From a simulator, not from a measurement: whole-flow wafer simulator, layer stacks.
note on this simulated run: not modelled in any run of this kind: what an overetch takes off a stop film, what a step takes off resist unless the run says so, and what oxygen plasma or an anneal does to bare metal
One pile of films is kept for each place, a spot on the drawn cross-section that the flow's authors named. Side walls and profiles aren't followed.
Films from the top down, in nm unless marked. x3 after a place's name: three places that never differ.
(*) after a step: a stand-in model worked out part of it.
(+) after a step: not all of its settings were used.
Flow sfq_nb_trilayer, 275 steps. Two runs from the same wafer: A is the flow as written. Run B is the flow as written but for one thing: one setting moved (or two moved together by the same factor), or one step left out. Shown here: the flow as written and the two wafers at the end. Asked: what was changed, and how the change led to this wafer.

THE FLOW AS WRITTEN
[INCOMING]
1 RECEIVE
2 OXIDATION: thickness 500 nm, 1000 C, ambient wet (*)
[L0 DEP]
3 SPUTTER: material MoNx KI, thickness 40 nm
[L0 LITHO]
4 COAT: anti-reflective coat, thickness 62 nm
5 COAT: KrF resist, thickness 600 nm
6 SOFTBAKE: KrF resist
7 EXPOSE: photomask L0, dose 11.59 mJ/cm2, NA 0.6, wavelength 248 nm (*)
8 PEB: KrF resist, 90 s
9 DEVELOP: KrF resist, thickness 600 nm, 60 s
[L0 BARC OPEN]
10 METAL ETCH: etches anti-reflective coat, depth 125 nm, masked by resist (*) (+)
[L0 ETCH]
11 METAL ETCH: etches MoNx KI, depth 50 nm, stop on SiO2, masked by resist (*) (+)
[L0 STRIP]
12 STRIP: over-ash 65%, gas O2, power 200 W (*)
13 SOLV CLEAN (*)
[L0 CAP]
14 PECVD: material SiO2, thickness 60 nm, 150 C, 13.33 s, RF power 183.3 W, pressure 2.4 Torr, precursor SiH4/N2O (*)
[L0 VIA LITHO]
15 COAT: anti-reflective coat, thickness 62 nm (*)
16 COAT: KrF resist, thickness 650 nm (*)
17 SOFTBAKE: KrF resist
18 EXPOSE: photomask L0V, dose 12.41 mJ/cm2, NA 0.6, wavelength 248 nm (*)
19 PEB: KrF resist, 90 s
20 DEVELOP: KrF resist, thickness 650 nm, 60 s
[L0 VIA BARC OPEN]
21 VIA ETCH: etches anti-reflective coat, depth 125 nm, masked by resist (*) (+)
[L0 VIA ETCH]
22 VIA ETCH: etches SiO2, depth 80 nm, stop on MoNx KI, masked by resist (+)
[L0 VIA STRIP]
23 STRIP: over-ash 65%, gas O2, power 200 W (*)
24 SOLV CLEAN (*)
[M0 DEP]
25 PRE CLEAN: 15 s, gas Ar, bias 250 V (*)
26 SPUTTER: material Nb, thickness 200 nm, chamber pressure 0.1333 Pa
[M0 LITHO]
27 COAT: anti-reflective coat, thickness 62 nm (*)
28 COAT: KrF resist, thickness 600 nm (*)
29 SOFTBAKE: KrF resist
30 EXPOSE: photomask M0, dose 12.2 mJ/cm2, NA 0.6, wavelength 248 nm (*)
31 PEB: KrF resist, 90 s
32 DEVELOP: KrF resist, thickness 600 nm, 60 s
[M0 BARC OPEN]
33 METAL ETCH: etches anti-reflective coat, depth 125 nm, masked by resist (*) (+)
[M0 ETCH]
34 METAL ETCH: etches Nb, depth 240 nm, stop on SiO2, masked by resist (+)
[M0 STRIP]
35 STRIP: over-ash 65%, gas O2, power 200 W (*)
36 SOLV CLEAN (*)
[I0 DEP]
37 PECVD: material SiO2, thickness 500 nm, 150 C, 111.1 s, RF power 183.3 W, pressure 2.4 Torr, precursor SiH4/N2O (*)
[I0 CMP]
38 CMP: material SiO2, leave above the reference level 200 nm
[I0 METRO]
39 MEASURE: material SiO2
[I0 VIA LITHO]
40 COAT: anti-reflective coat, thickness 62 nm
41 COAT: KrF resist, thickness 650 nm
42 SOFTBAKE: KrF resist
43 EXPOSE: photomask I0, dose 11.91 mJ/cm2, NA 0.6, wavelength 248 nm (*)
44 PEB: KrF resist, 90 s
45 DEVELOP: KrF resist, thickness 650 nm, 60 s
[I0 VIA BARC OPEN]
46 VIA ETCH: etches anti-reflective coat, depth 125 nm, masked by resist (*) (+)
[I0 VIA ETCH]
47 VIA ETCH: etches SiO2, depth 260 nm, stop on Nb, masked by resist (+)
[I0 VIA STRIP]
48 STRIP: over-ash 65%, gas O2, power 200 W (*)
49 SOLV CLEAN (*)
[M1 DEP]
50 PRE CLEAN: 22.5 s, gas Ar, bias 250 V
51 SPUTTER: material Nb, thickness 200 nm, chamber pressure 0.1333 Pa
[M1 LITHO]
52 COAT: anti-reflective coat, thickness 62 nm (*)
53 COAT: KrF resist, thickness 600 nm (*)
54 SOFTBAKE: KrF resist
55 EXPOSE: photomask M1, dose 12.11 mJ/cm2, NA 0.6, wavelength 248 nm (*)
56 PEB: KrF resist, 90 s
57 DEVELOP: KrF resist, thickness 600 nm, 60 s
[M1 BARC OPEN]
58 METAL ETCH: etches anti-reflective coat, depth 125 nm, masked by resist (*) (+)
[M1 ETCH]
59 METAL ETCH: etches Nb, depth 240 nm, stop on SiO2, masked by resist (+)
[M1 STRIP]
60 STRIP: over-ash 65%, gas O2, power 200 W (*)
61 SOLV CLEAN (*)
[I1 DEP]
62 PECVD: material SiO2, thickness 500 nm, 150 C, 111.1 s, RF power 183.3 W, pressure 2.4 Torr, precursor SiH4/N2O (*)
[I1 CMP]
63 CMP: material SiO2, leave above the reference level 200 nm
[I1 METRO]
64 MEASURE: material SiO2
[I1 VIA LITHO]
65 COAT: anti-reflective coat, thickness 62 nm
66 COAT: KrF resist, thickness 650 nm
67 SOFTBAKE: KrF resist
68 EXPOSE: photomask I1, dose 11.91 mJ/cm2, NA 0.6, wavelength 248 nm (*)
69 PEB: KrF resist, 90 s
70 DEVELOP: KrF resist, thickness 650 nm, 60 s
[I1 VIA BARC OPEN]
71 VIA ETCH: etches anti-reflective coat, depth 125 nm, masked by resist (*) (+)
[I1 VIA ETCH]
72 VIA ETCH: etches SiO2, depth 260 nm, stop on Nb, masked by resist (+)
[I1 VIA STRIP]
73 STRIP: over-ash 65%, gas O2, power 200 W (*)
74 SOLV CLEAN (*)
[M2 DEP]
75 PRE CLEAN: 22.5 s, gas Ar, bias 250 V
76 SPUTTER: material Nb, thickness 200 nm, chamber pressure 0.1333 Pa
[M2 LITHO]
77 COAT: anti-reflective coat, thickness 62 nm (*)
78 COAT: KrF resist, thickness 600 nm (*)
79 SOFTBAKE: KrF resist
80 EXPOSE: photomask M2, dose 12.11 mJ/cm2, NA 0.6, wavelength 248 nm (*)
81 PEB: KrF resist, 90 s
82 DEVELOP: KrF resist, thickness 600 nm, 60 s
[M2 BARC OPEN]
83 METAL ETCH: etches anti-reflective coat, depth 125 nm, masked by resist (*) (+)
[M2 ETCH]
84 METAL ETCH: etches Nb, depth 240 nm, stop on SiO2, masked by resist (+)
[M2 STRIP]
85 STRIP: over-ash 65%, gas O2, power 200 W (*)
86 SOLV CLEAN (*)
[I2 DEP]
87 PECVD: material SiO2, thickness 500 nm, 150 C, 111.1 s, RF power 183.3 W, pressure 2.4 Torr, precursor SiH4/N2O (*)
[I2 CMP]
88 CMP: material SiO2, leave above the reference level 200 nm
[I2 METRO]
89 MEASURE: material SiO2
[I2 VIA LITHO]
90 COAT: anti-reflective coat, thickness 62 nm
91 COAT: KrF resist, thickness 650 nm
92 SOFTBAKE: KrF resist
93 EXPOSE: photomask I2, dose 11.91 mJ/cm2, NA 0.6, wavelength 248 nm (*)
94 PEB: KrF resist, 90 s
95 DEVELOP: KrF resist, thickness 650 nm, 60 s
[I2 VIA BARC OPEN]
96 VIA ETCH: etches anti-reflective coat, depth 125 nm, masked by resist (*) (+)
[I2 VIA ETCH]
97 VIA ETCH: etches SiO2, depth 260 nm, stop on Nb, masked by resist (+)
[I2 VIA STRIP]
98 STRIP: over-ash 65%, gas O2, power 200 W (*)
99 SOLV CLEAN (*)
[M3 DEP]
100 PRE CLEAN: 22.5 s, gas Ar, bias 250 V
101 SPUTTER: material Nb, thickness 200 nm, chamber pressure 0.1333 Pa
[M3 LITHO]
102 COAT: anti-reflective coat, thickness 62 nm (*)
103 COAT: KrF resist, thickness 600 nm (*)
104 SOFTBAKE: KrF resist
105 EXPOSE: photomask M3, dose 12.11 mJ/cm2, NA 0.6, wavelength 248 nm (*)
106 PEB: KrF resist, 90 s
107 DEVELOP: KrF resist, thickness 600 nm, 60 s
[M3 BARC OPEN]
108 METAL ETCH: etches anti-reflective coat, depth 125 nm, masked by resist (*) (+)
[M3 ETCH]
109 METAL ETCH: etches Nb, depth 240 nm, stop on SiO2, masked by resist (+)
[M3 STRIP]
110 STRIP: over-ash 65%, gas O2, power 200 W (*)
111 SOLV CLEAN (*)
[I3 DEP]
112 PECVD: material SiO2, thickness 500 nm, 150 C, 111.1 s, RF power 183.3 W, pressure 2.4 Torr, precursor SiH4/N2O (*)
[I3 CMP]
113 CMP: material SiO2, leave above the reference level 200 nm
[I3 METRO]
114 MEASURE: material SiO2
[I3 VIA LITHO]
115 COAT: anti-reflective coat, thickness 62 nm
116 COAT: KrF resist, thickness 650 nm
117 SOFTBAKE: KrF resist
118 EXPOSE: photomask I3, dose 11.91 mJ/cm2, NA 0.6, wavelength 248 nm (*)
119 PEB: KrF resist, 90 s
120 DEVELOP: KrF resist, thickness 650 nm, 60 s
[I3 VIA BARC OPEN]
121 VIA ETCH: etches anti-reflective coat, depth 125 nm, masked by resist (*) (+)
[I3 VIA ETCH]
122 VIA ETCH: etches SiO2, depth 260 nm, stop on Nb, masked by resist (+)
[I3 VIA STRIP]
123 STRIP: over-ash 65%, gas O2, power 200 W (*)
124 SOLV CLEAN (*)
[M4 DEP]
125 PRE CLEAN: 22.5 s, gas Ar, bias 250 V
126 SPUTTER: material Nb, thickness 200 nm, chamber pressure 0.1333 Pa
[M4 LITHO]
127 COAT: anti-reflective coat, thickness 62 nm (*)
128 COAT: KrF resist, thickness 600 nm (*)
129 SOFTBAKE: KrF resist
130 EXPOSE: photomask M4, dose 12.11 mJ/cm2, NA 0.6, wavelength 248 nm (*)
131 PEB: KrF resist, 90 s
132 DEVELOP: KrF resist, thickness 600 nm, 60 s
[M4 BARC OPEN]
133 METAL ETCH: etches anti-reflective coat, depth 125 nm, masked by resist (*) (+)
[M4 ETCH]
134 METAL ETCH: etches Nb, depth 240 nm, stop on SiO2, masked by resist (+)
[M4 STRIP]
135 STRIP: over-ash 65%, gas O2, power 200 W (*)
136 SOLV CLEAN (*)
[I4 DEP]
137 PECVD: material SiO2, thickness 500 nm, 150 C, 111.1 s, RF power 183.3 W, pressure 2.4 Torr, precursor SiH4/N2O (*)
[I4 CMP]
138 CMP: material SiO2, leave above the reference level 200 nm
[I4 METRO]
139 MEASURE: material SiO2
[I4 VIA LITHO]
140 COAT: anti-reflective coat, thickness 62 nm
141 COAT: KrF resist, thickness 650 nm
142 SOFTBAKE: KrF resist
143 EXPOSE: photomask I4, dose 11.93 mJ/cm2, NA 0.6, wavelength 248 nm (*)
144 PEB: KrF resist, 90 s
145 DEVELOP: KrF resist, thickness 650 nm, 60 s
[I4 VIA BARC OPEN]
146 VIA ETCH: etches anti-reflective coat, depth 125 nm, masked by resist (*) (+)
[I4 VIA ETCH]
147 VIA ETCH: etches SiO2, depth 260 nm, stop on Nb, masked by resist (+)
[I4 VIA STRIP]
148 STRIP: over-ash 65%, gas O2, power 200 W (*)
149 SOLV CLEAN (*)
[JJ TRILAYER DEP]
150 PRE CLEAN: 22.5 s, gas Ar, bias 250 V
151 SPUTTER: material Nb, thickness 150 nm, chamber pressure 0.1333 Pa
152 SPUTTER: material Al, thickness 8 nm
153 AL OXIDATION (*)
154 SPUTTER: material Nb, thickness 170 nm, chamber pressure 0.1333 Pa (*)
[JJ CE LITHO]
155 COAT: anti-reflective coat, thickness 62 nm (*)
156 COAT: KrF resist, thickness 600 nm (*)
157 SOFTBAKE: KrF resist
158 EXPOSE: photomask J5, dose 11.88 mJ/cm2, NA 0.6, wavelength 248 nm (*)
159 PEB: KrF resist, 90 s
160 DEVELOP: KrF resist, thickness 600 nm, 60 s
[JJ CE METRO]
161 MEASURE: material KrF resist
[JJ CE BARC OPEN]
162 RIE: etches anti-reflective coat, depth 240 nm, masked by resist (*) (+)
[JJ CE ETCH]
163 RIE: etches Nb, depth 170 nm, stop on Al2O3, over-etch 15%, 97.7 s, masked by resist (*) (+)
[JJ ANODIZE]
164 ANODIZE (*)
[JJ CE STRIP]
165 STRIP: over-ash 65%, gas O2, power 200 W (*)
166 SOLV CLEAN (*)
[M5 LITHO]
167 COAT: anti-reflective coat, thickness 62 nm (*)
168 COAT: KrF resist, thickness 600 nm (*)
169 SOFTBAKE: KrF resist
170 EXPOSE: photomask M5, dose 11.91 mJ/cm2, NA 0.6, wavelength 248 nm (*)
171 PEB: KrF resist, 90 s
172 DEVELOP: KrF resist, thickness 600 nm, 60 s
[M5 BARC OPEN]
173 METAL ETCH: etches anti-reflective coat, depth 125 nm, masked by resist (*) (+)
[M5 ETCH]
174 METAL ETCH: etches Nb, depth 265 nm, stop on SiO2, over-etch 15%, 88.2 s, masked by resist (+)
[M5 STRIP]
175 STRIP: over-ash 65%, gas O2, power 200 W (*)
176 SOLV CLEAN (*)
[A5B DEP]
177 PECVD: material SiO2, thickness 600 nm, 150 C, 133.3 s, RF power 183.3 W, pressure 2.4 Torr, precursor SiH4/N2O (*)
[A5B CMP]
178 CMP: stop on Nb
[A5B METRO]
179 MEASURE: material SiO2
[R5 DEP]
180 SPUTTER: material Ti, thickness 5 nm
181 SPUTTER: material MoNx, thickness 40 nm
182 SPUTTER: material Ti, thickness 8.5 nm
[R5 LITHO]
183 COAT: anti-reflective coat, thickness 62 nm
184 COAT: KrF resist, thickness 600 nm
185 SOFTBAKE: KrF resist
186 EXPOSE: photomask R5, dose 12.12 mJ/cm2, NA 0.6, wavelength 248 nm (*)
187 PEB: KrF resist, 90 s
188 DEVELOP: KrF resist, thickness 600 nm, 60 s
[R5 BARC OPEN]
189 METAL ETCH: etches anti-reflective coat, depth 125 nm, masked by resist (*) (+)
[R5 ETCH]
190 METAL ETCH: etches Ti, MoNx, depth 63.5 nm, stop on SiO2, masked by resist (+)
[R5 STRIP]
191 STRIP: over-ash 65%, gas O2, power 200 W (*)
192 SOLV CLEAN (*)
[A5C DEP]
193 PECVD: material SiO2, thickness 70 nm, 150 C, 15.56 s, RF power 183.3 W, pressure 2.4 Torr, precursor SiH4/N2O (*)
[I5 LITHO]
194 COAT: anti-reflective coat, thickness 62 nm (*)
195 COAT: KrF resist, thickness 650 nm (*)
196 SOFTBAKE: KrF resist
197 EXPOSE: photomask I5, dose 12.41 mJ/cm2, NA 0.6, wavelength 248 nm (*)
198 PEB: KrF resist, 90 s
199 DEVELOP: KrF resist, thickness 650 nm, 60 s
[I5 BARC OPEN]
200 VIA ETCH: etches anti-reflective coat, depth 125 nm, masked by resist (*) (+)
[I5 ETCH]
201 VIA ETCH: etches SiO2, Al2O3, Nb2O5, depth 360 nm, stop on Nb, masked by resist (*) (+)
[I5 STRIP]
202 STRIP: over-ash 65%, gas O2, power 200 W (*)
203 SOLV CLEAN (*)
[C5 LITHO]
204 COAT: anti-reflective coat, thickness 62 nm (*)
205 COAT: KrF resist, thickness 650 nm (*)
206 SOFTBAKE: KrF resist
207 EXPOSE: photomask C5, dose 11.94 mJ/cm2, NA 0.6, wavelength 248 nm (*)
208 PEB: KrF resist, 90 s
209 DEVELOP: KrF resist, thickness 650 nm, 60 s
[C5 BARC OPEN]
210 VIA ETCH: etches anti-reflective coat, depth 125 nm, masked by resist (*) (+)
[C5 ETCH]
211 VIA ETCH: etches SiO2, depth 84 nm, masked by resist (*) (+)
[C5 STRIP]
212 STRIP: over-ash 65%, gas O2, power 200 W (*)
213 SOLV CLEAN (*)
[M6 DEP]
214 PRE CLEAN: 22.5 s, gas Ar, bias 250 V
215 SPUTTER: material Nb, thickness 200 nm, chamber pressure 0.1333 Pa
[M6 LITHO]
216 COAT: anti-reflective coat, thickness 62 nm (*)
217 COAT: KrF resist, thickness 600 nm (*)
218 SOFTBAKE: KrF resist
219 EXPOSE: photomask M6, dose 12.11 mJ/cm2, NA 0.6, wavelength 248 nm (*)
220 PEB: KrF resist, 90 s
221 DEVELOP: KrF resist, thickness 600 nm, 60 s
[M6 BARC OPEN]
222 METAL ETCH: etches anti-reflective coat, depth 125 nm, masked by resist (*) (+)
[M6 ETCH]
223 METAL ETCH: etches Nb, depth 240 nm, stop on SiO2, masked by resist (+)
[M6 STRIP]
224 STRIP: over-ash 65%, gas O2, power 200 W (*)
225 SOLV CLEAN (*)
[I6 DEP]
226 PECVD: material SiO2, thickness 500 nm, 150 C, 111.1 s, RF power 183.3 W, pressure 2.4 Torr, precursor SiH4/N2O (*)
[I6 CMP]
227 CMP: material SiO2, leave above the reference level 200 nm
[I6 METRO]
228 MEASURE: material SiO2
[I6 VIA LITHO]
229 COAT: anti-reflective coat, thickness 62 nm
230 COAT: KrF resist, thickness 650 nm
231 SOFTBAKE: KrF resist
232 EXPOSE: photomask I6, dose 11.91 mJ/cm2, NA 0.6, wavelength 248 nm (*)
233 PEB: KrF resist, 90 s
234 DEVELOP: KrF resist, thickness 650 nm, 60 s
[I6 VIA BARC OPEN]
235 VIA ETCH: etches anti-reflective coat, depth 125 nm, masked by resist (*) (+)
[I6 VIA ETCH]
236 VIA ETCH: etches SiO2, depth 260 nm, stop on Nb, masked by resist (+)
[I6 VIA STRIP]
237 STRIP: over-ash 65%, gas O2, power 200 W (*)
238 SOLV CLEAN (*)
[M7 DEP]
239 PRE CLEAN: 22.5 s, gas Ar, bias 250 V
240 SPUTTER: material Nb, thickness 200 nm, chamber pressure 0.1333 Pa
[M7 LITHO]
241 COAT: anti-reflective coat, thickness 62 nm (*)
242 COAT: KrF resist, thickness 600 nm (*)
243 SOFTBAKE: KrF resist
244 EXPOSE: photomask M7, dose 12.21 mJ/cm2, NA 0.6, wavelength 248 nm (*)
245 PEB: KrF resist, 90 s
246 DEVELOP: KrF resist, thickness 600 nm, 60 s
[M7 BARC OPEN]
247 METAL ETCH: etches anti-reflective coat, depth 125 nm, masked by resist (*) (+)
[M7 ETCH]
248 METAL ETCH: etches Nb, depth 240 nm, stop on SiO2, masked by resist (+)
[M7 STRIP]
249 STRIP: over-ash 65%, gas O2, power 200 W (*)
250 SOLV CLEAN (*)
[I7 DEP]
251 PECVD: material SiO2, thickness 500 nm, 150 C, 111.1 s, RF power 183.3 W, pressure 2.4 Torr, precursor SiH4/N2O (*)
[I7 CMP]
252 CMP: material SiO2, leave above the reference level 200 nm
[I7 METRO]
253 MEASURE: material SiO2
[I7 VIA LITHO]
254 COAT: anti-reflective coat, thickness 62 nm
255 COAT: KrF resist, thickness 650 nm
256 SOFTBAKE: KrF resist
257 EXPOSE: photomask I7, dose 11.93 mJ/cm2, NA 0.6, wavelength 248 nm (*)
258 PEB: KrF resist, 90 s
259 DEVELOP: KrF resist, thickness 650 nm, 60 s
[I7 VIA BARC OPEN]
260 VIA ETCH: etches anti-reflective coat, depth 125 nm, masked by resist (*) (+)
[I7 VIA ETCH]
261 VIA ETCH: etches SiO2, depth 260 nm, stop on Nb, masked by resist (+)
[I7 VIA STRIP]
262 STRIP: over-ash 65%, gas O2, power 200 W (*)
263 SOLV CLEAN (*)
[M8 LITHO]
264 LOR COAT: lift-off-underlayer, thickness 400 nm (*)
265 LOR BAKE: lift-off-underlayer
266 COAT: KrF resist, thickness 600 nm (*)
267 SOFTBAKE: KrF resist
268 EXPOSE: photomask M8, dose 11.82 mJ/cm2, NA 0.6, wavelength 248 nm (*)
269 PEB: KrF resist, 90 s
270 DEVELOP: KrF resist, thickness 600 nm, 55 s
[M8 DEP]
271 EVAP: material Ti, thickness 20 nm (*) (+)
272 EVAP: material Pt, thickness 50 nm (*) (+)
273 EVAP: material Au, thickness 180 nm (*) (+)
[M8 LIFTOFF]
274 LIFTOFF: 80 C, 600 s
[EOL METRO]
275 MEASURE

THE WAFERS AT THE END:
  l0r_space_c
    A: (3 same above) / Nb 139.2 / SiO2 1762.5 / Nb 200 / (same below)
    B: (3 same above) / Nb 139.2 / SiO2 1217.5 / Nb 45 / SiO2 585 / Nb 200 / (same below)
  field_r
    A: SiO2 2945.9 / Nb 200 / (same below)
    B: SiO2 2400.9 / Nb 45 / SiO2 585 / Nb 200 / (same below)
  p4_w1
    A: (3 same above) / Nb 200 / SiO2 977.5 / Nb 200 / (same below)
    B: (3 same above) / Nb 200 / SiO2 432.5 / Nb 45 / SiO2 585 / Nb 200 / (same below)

The cause: step 76, SPUTTER: thickness 285 nm was run, where the flow has thickness 200 nm.

How the change led to this, step by step:
  76 SPUTTER: material Nb, thickness 200 nm, chamber pressure 0.1333 Pa
      field_l, v_sur, via_wl and 102 more: A Nb +200 (new film) | B Nb +285 (new film)
      via_v: A Nb +174.5 | B Nb +249.9
  84 METAL ETCH: etches Nb, depth 240 nm, stop on SiO2, masked by resist (+)
      field_l, be, be_sur and 81 more: A Nb -200 (all of it) | B Nb -240
  87 PECVD: material SiO2, thickness 500 nm, 150 C, 111.1 s, RF power 183.3 W, pressure 2.4 Torr, precursor SiH4/N2O (*)
      field_l, be, be_sur and 81 more: A SiO2 +500 | B SiO2 +500 (new film)
      via_v: A SiO2 +606 (new film) | B SiO2 +591.1 (new film)
  88 CMP: material SiO2, leave above the reference level 200 nm
      field_l, be, be_sur and 81 more: A SiO2 -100 | B SiO2 -60
      via_v: A SiO2 -181.6 | B SiO2 -157.1
Counting metal films that touch as one body, l0r_space_c has 3 bodies (between them, from the top down: SiO2 1217.5; SiO2 585); the flow as written gives 2 bodies (between them, from the top down: SiO2 1762.5).
Counting metal films that touch as one body, field_r has 2 bodies (between them, from the top down: SiO2 585); the flow as written gives 1 body.
Counting metal films that touch as one body, p4_w1 has 4 bodies (between them, from the top down: SiO2 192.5; SiO2 432.5; SiO2 585); the flow as written gives 3 bodies (between them, from the top down: SiO2 192.5; SiO2 977.5).
